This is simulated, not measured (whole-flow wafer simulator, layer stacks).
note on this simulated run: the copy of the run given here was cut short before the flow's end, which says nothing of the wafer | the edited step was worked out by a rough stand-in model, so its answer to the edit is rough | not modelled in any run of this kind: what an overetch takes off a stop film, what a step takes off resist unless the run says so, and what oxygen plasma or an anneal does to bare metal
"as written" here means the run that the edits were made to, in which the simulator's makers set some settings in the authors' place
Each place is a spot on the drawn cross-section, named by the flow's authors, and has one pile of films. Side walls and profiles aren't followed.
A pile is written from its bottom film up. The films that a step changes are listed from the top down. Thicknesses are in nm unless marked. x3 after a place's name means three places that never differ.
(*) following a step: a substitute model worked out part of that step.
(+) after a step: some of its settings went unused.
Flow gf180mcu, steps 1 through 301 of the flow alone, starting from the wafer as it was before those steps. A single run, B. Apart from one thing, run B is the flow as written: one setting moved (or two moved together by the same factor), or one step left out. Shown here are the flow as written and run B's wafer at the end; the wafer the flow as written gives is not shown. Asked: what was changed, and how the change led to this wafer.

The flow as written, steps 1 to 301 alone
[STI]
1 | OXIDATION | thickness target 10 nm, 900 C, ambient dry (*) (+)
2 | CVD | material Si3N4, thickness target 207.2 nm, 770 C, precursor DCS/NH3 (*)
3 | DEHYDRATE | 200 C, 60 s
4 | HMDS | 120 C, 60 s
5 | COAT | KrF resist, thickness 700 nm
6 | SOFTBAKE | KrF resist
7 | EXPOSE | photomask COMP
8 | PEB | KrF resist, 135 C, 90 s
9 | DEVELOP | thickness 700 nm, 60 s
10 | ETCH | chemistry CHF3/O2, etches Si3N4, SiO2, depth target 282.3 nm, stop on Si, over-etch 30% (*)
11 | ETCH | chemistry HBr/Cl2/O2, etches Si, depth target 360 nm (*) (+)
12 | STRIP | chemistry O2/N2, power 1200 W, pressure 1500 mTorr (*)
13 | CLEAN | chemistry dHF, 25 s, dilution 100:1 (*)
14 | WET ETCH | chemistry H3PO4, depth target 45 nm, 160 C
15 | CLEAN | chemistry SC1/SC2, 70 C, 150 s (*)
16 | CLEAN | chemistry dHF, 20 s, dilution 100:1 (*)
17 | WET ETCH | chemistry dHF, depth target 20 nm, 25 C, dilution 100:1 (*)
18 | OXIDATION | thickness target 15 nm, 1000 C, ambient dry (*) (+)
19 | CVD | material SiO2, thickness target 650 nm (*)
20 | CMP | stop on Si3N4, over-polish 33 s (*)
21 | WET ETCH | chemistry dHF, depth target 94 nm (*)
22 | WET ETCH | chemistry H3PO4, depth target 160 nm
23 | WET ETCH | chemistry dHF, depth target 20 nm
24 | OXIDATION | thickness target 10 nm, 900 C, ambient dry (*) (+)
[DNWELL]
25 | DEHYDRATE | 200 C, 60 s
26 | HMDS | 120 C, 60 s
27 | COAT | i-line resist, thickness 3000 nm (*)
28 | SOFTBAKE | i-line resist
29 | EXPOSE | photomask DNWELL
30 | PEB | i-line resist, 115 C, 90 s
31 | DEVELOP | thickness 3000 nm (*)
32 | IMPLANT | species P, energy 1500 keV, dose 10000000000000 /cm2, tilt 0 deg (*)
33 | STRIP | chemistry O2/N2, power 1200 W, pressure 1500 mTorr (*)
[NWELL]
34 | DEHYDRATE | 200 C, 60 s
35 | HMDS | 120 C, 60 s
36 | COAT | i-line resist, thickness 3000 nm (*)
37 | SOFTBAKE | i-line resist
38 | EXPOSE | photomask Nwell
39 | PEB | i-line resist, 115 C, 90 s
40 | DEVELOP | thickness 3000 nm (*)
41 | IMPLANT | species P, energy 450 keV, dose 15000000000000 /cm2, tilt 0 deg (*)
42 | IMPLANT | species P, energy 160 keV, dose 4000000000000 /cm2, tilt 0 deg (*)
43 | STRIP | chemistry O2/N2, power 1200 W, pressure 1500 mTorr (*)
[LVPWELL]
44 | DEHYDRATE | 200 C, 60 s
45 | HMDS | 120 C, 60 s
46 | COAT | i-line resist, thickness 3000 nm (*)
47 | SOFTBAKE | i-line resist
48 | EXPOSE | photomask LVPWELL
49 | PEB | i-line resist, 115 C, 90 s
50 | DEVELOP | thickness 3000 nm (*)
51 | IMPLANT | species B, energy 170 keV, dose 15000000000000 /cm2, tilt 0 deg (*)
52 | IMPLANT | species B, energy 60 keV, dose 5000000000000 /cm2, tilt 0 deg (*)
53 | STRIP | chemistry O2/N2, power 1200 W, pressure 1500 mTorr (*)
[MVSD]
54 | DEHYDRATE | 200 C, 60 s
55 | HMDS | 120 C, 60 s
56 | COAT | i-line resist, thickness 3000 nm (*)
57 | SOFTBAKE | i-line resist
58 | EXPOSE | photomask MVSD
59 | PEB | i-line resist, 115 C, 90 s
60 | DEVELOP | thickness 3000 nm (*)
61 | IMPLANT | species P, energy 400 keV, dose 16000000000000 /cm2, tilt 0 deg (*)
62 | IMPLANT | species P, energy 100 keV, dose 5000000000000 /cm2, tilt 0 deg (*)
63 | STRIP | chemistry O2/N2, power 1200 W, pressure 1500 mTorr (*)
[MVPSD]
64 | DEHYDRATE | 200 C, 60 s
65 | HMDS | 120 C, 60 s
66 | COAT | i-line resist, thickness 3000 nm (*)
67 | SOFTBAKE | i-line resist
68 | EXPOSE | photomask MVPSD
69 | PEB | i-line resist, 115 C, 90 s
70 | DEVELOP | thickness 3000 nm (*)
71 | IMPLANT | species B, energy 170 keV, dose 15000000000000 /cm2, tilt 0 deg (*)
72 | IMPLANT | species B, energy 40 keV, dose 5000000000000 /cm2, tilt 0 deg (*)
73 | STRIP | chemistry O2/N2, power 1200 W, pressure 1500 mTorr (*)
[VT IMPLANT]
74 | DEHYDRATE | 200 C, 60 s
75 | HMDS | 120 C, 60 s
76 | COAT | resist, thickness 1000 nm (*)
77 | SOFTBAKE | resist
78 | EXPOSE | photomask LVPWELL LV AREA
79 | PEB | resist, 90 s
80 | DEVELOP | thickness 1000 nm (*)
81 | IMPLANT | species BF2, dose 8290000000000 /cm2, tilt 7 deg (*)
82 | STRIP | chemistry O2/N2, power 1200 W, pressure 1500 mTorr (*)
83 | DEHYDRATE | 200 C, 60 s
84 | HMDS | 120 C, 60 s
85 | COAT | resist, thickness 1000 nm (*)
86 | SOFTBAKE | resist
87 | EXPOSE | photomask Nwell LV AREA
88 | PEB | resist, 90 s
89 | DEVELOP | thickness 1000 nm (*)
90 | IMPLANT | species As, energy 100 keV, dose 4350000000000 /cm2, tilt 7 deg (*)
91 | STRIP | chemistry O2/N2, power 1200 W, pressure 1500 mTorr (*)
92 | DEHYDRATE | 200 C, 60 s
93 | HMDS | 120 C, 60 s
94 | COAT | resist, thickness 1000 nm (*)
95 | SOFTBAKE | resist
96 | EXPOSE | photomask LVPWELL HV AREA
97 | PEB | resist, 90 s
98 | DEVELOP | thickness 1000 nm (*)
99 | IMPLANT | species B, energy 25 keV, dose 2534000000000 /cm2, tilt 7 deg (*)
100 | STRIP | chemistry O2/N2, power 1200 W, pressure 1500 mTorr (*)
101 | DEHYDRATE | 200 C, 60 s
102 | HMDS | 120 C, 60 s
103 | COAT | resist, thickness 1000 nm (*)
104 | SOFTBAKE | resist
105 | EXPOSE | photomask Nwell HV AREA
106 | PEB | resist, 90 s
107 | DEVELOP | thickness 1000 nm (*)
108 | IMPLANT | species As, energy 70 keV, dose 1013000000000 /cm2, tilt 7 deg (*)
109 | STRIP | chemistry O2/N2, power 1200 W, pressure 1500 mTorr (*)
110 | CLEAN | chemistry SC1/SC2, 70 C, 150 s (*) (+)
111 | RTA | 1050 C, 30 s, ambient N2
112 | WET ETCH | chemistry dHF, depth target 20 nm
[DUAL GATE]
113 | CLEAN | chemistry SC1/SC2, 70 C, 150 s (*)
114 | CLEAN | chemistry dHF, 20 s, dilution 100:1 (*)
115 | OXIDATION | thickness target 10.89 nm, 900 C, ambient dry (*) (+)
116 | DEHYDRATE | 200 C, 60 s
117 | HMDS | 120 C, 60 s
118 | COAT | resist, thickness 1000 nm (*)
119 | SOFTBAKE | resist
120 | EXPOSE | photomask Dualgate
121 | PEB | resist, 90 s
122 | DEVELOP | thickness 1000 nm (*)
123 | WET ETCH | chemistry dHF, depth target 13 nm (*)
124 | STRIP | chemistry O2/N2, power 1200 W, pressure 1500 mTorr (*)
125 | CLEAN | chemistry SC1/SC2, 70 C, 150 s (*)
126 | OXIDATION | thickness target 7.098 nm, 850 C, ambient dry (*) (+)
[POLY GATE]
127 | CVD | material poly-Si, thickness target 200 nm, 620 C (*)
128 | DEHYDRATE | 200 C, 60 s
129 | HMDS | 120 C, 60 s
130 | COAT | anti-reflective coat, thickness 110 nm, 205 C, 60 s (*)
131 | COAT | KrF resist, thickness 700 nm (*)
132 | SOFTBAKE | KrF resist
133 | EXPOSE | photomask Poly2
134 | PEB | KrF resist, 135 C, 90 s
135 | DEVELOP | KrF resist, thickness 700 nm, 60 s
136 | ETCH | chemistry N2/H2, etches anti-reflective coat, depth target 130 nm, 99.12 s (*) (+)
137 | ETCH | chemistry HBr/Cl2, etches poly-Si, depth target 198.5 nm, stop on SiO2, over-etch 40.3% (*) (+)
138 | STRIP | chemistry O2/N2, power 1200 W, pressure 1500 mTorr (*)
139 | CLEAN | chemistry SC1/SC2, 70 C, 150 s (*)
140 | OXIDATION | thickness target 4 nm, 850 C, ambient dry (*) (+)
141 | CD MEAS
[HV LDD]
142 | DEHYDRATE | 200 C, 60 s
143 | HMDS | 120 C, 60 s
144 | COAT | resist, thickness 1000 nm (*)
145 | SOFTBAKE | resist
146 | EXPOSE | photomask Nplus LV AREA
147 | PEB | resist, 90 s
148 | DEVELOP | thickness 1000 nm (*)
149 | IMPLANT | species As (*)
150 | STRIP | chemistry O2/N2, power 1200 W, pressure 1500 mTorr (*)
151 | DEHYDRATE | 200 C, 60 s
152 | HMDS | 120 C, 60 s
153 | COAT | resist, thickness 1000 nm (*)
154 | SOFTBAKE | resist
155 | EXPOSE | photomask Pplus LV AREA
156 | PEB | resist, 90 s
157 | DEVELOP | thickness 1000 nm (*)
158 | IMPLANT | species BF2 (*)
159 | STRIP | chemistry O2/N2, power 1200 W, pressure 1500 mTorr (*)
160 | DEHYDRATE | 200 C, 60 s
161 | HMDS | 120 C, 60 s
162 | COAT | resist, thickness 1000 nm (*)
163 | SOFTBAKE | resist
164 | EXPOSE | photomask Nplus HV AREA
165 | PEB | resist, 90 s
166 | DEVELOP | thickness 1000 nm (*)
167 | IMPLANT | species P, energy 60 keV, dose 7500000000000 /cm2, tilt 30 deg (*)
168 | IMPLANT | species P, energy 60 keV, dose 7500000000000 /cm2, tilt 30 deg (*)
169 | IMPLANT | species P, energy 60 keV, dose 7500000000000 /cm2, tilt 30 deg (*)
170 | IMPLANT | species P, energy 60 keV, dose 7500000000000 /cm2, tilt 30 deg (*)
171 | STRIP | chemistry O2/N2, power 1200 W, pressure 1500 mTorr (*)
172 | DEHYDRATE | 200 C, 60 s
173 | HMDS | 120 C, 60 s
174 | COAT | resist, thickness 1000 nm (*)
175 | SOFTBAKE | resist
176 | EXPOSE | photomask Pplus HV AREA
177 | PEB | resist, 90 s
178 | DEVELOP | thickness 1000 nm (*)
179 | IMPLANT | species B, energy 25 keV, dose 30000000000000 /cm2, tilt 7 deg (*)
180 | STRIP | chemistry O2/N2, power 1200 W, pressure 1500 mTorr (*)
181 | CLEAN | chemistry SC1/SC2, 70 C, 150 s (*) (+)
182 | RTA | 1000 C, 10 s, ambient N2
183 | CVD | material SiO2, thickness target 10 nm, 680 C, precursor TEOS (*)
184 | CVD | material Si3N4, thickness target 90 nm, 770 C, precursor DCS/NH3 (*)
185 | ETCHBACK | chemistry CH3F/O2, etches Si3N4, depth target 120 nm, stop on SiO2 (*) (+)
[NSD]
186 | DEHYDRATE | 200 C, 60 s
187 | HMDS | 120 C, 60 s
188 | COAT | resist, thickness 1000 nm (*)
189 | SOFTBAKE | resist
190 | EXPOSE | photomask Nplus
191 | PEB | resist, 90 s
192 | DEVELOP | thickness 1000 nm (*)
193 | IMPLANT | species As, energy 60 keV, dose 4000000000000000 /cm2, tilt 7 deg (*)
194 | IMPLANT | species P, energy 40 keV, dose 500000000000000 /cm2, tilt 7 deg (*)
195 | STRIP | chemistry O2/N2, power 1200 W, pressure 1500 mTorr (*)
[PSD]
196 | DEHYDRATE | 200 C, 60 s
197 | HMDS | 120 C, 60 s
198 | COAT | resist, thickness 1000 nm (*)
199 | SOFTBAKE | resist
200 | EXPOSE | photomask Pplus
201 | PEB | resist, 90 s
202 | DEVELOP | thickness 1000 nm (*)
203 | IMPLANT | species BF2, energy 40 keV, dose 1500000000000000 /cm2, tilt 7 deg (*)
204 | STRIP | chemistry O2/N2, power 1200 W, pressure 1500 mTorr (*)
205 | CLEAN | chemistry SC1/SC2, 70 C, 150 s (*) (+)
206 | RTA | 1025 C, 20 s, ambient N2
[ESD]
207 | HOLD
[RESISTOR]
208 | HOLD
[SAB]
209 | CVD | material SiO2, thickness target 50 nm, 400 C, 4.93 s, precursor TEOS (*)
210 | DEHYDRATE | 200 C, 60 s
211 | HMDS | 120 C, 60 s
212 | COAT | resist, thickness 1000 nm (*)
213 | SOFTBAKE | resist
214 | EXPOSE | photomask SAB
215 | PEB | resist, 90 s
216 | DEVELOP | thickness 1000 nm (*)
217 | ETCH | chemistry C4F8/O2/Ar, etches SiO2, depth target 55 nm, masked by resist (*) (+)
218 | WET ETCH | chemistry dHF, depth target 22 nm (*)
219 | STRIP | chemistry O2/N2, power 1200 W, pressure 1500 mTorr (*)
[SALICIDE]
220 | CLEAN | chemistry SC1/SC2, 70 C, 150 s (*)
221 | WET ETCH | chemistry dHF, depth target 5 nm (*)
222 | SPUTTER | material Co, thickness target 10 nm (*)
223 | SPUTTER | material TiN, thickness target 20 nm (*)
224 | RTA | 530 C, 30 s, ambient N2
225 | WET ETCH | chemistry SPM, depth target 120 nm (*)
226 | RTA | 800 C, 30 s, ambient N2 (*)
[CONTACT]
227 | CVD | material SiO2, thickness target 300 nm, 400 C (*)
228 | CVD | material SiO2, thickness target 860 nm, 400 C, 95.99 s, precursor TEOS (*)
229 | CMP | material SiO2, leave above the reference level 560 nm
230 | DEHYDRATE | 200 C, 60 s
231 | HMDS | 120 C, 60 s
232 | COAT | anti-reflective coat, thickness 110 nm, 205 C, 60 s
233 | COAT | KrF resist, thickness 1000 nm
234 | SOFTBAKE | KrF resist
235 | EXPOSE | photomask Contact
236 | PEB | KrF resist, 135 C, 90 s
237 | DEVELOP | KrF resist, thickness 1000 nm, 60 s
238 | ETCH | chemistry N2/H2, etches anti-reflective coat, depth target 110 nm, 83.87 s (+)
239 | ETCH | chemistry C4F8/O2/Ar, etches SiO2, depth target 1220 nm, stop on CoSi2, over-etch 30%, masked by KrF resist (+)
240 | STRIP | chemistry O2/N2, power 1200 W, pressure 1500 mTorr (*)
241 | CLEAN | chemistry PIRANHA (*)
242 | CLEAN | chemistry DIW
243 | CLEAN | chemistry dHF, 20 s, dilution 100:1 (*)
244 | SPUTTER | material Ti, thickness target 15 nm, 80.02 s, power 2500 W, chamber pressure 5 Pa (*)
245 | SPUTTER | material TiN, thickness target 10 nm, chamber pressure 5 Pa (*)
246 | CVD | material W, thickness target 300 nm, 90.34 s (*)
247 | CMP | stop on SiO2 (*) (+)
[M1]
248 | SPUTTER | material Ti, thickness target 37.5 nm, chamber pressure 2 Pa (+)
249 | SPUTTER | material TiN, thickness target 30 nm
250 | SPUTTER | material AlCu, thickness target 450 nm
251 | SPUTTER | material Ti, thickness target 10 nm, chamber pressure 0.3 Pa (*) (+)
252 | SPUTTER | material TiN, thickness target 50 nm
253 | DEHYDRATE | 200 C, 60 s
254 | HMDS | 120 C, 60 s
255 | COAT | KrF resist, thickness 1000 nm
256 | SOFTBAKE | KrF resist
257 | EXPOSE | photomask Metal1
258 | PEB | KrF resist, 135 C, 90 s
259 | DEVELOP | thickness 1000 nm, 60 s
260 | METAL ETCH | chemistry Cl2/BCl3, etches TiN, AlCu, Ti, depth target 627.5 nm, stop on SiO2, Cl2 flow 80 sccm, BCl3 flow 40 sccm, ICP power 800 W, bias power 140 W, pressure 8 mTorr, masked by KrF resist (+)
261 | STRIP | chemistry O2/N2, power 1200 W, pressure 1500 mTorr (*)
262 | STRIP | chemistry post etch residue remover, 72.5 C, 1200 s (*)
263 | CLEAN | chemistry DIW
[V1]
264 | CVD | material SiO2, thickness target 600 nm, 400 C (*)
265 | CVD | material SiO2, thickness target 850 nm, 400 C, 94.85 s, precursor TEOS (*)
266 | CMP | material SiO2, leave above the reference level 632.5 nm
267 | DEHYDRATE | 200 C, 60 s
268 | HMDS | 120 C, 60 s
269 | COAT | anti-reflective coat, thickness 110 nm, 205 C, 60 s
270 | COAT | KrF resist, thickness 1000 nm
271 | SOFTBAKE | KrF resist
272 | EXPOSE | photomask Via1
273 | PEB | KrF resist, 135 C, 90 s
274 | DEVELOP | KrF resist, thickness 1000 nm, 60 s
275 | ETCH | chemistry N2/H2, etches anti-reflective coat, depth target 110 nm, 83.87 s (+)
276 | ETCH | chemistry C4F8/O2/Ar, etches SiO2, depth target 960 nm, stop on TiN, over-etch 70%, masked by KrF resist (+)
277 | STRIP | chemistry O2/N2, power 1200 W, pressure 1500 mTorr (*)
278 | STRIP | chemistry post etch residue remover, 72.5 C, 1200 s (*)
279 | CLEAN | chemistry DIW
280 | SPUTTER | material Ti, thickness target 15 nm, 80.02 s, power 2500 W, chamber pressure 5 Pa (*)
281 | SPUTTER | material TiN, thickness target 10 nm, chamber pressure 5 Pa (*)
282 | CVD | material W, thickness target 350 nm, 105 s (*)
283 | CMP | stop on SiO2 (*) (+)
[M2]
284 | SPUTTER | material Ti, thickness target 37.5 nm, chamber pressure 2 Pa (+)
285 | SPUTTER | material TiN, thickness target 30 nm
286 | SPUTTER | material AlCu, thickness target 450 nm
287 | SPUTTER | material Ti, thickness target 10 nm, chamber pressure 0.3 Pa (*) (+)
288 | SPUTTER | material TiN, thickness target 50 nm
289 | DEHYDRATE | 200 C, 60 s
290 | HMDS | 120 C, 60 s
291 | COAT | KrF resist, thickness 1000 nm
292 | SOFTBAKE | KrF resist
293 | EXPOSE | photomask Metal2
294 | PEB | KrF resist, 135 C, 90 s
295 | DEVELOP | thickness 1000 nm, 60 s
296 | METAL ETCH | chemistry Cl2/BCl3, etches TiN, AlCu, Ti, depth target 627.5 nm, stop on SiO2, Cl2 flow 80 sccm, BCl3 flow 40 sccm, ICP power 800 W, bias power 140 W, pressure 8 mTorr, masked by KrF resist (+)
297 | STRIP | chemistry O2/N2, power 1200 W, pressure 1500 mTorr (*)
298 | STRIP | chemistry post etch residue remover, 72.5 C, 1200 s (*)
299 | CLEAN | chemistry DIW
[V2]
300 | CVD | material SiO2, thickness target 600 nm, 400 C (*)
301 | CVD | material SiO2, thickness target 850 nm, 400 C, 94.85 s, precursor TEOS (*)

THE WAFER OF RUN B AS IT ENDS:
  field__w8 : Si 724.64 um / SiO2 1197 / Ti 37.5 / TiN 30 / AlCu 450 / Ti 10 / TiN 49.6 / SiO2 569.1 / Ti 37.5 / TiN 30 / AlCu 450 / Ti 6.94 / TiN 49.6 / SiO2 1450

Cause: step 287, SPUTTER: thickness target 6.94 nm was run, whereas the flow has thickness target 10 nm.
One can read it off the wafer: field__w8 has Ti 6.94, and step 287 as written asks for 10 nm.

How this came from the change, step by step:
  287 | SPUTTER | material Ti, thickness target 10 nm, chamber pressure 0.3 Pa (*) (+)
      field, field__w1, field__w2 and 108 more: Ti gains 6.94 (new film) (as written it would have been: Ti gains 10 (new film))
  296 | METAL ETCH | chemistry Cl2/BCl3, etches TiN, AlCu, Ti, depth target 627.5 nm, stop on SiO2, Cl2 flow 80 sccm, BCl3 flow 40 sccm, ICP power 800 W, bias power 140 W, pressure 8 mTorr, masked by KrF resist (+)
      field, field__w1, field__w2 and 103 more: TiN loses 50 (all of it), Ti loses 6.94 (all of it), AlCu loses 450 (all of it), TiN loses 30 (all of it), Ti loses 37.5 (all of it) (as written it would have been: TiN loses 50 (all of it), Ti loses 10 (all of it), AlCu loses 450 (all of it), TiN loses 30 (all of it), Ti loses 37.5 (all of it))
